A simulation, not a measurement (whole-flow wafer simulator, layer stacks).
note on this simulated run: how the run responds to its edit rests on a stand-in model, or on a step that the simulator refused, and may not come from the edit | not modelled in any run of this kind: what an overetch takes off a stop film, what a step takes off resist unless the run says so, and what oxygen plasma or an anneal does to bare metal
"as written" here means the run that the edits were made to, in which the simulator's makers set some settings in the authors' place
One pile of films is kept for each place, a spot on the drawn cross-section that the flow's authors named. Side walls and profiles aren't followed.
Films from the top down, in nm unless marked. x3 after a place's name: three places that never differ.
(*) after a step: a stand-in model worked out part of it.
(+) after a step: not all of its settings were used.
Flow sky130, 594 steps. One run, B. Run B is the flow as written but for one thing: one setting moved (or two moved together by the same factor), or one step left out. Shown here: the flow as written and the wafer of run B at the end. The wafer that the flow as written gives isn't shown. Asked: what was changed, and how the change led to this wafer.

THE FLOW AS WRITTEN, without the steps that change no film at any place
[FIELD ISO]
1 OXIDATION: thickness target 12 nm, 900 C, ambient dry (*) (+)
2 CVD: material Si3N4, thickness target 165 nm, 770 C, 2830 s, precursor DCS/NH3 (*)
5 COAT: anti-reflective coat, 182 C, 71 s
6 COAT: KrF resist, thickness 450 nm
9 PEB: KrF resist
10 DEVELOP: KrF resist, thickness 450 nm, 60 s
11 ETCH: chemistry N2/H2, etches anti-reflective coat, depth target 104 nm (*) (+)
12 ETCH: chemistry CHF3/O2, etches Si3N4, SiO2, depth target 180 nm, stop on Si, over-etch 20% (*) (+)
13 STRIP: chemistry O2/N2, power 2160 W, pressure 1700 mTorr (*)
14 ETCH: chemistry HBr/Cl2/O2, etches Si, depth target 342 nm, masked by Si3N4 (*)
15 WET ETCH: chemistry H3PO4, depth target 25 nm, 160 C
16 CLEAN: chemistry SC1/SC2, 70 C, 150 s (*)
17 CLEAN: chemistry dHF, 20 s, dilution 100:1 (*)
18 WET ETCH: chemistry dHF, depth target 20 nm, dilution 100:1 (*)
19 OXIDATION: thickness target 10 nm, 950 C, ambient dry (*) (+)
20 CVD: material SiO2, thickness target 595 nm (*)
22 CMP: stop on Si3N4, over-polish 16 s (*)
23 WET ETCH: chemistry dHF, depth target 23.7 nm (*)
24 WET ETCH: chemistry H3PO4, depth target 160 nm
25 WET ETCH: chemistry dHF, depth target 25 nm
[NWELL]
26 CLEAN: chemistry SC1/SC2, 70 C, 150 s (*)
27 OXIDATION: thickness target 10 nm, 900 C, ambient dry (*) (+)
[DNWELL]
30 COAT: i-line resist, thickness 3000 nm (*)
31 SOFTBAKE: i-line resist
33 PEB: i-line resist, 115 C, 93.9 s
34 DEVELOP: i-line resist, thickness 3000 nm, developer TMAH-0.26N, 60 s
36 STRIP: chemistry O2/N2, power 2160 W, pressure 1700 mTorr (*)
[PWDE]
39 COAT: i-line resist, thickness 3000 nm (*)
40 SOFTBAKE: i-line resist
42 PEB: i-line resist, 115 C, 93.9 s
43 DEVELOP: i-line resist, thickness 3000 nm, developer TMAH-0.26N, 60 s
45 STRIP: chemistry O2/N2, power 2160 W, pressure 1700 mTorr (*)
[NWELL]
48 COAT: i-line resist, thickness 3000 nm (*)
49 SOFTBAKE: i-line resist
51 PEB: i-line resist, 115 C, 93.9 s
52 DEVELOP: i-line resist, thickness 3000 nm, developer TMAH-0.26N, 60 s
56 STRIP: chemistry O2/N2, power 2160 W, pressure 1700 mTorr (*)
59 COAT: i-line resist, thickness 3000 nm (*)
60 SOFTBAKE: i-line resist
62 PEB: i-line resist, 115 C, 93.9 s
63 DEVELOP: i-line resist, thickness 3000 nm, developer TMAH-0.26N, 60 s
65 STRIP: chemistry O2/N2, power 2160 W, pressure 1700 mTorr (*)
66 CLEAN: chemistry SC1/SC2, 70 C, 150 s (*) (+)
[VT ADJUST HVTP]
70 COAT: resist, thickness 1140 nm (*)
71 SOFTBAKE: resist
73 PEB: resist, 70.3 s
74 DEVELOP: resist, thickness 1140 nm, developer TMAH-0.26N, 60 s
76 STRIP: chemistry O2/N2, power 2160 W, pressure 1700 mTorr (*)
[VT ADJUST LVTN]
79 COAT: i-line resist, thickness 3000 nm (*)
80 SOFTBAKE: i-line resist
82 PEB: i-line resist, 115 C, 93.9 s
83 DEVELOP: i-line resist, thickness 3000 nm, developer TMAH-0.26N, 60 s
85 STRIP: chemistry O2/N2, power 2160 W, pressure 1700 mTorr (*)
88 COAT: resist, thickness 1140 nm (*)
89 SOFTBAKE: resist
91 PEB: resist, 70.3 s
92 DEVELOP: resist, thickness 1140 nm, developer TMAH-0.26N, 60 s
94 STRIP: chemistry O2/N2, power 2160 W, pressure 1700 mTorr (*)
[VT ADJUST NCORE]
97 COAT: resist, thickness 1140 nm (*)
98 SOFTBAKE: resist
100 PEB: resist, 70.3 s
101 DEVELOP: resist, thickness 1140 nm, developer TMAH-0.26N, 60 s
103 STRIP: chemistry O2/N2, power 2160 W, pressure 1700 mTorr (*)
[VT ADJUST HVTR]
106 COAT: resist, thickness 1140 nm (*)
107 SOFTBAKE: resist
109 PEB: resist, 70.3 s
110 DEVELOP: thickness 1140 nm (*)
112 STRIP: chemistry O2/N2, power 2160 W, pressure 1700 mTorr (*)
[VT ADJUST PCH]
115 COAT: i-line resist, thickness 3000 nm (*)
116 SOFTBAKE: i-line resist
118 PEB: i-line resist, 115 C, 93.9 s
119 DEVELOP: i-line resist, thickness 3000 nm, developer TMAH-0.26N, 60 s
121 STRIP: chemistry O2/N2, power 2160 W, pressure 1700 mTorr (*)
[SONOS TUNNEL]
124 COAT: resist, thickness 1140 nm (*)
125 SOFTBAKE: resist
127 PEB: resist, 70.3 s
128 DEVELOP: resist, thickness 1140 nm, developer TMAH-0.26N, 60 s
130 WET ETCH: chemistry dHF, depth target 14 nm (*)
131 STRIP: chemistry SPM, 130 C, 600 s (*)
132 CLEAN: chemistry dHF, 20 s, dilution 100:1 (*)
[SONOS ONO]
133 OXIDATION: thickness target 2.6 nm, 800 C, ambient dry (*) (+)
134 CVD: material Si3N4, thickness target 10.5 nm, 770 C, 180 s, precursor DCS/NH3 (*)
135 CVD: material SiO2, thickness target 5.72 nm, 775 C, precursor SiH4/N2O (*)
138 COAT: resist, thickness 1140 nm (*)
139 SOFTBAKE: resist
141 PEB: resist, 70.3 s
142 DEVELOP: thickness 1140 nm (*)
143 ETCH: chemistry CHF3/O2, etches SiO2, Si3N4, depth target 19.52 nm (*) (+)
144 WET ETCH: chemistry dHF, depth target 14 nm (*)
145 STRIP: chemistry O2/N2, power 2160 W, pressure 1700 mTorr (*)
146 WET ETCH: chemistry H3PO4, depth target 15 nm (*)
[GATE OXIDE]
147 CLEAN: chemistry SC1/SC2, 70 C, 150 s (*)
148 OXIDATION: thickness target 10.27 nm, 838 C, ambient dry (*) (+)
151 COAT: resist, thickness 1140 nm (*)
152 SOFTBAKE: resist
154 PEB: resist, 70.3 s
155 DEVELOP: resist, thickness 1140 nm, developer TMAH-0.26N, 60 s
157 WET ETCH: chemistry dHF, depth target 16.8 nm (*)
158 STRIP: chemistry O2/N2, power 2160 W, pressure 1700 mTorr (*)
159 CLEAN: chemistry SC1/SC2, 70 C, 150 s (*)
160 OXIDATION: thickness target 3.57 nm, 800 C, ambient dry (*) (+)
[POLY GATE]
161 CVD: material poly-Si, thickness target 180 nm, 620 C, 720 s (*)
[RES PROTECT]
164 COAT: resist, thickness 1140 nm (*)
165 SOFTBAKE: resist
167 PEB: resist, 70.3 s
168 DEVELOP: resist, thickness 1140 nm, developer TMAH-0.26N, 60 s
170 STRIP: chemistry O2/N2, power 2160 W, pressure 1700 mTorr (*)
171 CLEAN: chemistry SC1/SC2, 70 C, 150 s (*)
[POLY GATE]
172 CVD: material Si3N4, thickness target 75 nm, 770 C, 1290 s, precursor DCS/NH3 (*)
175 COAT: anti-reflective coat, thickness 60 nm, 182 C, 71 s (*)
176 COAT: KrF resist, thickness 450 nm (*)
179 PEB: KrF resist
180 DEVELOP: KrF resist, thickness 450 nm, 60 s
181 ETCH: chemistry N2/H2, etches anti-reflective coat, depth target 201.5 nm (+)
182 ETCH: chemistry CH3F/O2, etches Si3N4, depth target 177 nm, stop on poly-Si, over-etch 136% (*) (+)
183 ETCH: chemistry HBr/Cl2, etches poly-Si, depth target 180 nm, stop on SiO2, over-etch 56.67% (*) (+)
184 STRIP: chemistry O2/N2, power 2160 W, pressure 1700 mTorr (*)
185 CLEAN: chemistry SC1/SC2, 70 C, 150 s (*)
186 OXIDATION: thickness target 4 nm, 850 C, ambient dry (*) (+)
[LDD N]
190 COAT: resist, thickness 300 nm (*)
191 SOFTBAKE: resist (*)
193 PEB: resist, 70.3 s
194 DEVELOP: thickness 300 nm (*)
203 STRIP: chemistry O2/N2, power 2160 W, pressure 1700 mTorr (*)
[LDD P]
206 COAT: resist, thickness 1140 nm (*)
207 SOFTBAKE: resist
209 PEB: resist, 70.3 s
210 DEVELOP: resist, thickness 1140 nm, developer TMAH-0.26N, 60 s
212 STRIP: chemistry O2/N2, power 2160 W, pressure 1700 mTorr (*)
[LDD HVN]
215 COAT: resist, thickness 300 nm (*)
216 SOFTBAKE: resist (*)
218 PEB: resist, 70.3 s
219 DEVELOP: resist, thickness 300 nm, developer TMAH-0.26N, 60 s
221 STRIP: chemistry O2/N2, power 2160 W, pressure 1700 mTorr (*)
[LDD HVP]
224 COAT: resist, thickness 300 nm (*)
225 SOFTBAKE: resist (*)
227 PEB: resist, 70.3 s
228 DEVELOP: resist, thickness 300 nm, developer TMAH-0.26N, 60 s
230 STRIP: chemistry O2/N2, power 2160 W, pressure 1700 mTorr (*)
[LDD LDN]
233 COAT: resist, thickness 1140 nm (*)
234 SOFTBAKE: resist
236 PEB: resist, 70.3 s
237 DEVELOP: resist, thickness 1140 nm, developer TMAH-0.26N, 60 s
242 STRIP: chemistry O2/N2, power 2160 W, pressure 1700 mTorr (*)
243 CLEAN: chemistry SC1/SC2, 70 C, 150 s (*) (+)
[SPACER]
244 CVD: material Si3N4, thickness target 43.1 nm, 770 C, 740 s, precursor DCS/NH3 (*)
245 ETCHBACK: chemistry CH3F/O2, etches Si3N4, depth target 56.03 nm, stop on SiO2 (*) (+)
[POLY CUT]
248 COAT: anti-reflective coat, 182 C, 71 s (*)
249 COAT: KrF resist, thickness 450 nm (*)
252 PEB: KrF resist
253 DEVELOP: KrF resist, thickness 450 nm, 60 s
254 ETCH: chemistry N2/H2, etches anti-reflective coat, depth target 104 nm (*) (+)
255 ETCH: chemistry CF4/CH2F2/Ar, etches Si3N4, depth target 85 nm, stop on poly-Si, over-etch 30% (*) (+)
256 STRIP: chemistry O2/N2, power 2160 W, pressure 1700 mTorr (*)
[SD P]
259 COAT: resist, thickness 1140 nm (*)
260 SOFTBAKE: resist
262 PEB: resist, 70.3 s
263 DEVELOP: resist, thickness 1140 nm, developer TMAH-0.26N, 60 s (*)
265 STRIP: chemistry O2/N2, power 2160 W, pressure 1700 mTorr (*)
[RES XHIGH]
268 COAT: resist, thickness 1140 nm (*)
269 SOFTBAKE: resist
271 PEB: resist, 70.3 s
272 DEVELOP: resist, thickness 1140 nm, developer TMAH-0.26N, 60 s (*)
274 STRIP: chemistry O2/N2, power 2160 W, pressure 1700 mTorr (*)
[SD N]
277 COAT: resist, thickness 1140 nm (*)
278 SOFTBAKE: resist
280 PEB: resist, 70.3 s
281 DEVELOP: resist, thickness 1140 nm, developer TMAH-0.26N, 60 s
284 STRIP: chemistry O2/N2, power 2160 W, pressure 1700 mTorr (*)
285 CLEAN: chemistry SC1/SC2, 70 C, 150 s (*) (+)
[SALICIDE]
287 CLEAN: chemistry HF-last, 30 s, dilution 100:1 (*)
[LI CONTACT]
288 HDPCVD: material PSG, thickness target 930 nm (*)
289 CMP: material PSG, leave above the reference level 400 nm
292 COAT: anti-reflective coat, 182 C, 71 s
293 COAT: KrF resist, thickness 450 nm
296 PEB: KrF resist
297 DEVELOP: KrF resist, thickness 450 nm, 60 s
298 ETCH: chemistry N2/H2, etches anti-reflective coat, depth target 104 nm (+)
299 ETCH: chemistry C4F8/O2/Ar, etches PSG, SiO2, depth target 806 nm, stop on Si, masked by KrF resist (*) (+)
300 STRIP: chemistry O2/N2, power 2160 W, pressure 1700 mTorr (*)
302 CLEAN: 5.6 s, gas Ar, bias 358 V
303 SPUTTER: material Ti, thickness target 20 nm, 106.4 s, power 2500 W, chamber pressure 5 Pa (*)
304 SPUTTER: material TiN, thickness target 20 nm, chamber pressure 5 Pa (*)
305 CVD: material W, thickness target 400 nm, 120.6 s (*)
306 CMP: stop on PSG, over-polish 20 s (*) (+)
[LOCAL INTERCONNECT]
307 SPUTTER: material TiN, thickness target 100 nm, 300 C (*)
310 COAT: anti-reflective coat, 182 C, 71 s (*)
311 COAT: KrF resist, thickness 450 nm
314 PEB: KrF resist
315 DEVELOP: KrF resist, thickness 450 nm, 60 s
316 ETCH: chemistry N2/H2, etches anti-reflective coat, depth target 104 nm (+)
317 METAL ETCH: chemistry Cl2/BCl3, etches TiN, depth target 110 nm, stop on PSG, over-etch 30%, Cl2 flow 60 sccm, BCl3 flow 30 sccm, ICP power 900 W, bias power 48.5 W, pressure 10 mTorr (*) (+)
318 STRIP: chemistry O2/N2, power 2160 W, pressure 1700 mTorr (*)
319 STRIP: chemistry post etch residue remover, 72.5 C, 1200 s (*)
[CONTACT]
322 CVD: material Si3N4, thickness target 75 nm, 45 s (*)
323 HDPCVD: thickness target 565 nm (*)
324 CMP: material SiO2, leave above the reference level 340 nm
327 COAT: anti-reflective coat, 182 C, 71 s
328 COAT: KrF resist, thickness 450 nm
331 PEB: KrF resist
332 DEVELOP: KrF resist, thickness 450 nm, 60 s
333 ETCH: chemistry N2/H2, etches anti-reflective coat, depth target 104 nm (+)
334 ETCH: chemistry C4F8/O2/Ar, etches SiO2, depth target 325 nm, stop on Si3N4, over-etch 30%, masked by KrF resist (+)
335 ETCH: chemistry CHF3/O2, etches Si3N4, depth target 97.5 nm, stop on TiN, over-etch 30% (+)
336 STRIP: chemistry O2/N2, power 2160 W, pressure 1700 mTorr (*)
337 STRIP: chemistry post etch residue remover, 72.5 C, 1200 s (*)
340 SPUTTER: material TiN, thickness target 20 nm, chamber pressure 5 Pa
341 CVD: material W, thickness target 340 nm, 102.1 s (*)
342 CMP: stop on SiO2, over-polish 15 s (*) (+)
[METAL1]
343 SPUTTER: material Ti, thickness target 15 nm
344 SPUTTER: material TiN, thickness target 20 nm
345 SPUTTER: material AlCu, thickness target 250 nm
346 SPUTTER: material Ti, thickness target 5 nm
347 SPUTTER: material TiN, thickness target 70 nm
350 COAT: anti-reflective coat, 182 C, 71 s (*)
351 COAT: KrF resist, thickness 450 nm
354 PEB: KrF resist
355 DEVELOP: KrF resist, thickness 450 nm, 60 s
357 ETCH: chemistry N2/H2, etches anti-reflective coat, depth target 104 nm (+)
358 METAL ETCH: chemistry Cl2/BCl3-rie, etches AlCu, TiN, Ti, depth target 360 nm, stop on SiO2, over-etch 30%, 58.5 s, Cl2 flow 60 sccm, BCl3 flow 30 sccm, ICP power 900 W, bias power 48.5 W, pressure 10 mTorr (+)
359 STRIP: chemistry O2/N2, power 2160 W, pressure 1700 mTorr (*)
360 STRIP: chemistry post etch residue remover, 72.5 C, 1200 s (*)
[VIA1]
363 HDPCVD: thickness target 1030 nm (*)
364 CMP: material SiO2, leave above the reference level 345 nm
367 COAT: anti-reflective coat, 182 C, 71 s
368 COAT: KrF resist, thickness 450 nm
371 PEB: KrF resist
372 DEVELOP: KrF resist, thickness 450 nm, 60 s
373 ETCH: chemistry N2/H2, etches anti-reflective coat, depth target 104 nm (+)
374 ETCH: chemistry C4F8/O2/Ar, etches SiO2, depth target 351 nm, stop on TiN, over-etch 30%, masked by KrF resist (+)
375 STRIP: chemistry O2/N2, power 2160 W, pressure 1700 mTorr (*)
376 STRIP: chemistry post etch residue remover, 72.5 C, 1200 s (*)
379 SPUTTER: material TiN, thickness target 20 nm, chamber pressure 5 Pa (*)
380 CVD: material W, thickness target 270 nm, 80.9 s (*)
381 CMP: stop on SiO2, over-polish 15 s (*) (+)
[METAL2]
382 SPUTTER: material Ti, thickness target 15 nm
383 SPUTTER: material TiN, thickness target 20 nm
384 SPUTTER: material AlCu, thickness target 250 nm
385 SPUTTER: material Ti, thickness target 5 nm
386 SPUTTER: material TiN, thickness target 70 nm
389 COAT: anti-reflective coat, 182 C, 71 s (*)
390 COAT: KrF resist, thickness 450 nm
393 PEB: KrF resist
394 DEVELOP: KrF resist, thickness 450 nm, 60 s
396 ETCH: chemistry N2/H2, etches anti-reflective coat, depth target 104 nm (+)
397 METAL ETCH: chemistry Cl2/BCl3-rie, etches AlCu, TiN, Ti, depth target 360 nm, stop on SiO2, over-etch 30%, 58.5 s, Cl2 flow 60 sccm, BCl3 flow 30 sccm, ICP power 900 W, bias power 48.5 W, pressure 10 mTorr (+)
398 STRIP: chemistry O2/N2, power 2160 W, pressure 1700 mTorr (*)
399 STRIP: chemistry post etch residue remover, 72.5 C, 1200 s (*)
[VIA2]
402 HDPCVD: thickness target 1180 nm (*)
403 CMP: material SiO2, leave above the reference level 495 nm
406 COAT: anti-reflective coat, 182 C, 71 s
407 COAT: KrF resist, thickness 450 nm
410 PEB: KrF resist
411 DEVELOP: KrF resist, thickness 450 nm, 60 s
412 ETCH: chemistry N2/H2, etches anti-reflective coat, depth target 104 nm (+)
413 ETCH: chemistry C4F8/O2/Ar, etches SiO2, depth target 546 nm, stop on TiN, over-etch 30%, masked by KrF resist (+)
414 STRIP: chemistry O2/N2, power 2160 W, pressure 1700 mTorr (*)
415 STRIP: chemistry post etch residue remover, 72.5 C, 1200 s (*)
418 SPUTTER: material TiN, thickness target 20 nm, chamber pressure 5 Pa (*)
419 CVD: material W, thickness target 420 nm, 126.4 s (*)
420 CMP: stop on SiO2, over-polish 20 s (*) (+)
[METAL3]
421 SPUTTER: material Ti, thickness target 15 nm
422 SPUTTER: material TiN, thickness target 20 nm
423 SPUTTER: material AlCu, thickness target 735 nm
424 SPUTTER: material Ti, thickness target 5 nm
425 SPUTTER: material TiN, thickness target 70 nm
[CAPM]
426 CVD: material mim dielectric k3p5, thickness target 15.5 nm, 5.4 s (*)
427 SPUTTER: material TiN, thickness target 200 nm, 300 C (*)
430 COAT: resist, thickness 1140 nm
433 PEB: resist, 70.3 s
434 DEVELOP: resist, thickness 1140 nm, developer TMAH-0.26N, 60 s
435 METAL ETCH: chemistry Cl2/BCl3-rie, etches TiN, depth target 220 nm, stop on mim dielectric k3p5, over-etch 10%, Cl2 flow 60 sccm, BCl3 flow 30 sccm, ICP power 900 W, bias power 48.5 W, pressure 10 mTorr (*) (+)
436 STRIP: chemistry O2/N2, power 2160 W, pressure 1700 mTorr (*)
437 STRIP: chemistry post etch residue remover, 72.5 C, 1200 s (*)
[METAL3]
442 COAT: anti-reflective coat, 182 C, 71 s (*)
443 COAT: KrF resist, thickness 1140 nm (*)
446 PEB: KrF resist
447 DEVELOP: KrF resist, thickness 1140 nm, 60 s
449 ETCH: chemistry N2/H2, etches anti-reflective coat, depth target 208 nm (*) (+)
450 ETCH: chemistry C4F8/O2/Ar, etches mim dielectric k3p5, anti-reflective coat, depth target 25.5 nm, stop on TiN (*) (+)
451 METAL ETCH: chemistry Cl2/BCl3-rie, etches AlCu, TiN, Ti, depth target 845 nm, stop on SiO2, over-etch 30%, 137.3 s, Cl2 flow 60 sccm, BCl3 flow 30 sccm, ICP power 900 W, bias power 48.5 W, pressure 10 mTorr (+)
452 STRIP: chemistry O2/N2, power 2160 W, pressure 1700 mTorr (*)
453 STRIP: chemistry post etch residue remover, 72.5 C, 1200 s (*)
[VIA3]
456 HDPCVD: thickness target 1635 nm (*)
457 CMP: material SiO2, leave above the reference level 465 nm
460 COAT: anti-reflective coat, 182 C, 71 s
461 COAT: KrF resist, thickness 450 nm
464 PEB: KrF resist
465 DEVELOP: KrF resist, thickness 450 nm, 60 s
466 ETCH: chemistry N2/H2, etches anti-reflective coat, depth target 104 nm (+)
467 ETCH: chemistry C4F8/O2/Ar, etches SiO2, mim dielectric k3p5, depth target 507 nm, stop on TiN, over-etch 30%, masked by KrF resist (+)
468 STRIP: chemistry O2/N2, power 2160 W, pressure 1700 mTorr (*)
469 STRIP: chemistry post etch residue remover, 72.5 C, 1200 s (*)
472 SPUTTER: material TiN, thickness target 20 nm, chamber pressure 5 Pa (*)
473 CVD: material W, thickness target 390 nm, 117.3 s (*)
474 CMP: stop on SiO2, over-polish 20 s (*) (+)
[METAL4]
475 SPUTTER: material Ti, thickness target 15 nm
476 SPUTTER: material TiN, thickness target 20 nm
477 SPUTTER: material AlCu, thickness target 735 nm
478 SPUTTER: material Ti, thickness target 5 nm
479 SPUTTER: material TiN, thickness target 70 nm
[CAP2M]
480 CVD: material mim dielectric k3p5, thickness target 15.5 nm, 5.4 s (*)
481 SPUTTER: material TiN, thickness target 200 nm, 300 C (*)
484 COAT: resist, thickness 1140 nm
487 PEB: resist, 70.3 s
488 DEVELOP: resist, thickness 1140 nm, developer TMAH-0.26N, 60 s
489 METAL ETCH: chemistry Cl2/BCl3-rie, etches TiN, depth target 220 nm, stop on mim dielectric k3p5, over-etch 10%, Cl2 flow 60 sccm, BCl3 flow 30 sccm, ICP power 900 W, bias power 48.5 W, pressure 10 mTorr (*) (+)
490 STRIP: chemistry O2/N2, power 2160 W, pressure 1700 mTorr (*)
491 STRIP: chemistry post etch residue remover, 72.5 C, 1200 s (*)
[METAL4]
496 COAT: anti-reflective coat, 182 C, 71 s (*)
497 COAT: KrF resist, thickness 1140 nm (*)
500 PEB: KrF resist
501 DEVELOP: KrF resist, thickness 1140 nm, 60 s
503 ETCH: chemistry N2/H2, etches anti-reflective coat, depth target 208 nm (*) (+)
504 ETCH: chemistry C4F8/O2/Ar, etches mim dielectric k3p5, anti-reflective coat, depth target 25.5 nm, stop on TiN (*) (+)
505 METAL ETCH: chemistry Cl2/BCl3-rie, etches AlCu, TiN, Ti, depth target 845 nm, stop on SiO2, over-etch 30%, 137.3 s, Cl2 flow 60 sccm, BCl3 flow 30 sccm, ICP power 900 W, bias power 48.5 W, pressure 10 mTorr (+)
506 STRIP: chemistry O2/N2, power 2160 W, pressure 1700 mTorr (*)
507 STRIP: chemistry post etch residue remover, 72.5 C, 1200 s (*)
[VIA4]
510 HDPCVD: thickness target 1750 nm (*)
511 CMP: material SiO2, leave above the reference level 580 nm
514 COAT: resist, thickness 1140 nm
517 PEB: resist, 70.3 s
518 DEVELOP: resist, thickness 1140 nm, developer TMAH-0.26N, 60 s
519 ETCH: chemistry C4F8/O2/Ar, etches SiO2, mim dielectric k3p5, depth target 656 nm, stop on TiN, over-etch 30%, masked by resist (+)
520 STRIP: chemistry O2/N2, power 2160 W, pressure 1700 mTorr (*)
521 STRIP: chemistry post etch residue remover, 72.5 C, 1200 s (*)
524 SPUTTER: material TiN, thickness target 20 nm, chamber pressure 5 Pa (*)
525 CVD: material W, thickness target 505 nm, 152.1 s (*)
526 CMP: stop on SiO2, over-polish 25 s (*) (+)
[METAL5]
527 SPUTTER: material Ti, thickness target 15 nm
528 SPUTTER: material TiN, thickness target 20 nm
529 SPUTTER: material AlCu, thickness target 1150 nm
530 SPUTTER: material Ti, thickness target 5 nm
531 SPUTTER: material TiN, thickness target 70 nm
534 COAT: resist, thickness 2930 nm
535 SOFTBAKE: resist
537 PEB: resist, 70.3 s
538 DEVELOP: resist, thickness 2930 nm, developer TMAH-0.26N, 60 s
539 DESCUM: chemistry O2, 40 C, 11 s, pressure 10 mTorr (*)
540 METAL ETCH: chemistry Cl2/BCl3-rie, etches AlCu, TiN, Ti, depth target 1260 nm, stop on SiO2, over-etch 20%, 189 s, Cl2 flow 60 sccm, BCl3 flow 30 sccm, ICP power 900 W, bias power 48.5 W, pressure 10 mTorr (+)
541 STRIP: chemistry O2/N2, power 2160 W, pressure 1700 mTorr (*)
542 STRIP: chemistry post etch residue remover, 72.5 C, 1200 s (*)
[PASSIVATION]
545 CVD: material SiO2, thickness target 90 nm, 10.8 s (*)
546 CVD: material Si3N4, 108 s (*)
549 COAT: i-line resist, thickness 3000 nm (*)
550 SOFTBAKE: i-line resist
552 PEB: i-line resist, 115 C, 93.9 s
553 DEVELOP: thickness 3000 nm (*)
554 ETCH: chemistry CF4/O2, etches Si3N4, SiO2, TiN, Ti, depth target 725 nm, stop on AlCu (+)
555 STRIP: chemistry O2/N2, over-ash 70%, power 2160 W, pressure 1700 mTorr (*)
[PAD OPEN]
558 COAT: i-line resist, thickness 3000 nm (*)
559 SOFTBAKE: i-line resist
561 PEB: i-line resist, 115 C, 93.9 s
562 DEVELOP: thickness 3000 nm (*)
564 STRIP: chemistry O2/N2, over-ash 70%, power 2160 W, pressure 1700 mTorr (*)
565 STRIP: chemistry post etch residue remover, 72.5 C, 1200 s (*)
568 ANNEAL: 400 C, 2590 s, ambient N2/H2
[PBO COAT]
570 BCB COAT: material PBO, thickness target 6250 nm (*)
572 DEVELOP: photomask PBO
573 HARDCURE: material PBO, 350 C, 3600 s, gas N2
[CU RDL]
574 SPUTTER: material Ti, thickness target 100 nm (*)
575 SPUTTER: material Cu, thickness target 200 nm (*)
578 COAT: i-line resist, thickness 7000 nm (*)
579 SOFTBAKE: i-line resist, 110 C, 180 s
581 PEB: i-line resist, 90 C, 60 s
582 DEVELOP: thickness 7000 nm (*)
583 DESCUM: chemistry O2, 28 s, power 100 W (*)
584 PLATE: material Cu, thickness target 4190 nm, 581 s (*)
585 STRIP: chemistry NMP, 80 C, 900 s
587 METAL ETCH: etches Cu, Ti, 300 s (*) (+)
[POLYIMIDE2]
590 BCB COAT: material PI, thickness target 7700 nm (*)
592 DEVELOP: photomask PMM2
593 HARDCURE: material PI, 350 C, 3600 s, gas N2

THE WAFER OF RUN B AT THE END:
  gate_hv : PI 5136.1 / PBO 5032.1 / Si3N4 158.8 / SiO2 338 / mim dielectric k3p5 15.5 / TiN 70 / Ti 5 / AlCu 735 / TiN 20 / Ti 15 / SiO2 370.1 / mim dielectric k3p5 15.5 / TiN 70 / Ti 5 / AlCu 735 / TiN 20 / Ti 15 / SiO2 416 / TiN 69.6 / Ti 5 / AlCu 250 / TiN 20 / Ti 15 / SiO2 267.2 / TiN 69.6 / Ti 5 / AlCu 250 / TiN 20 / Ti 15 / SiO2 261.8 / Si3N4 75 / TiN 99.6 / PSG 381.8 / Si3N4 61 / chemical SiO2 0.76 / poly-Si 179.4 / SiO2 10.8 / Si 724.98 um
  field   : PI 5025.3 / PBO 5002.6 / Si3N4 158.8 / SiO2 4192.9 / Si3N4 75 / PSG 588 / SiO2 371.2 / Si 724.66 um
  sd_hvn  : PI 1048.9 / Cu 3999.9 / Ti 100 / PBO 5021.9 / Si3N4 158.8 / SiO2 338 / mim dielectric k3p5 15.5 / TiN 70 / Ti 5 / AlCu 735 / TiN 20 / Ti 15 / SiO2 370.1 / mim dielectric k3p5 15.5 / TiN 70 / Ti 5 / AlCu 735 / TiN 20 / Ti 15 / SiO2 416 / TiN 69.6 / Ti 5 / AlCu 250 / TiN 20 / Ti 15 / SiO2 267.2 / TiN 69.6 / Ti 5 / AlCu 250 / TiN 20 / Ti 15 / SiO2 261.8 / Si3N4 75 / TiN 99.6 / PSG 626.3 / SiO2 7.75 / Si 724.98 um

The cause: step 511, CMP: leave above the reference level 334 nm was run, where the flow has leave above the reference level 580 nm.

How the change led to this, step by step:
  511 CMP: material SiO2, leave above the reference level 580 nm
      n_well, p_well, gate_hv and 99 more: SiO2 -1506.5 (as written it would be: SiO2 -1260.5)
      field, active, gate and 77 more: SiO2 -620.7 (as written it would be: SiO2 -374.7)
      (and at 11 more places)
  519 ETCH: chemistry C4F8/O2/Ar, etches SiO2, mim dielectric k3p5, depth target 656 nm, stop on TiN, over-etch 30%, masked by resist (+)
      field, active, n_well and 188 more: resist -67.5 (as written it would be: resist -131.2)
      m1: SiO2 -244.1 (all of it), mim dielectric k3p5 -15.5 (all of it) (as written it would be: SiO2 -490.1 (all of it), mim dielectric k3p5 -15.5 (all of it))
      (and at 1 more place)
  520 STRIP: chemistry O2/N2, power 2160 W, pressure 1700 mTorr (*)
      field, active, n_well and 188 more: resist -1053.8 (all of it) (as written it would be: resist -990.1 (all of it))
  524 SPUTTER: material TiN, thickness target 20 nm, chamber pressure 5 Pa (*)
      m1, via4_hole: TiN +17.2 (as written it would be: TiN +15.3)
  525 CVD: material W, thickness target 505 nm, 152.1 s (*)
      m1: W +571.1 (new film) (as written it would be: W +1015.8 (new film))
      via4_hole: W +572.3 (new film) (as written it would be: W +1015.2 (new film))
  526 CMP: stop on SiO2, over-polish 25 s (*) (+)
      m1: W -335.9 (as written it would be: W -532.7)
      via4_hole: W -337.7 (as written it would be: W -532.7)
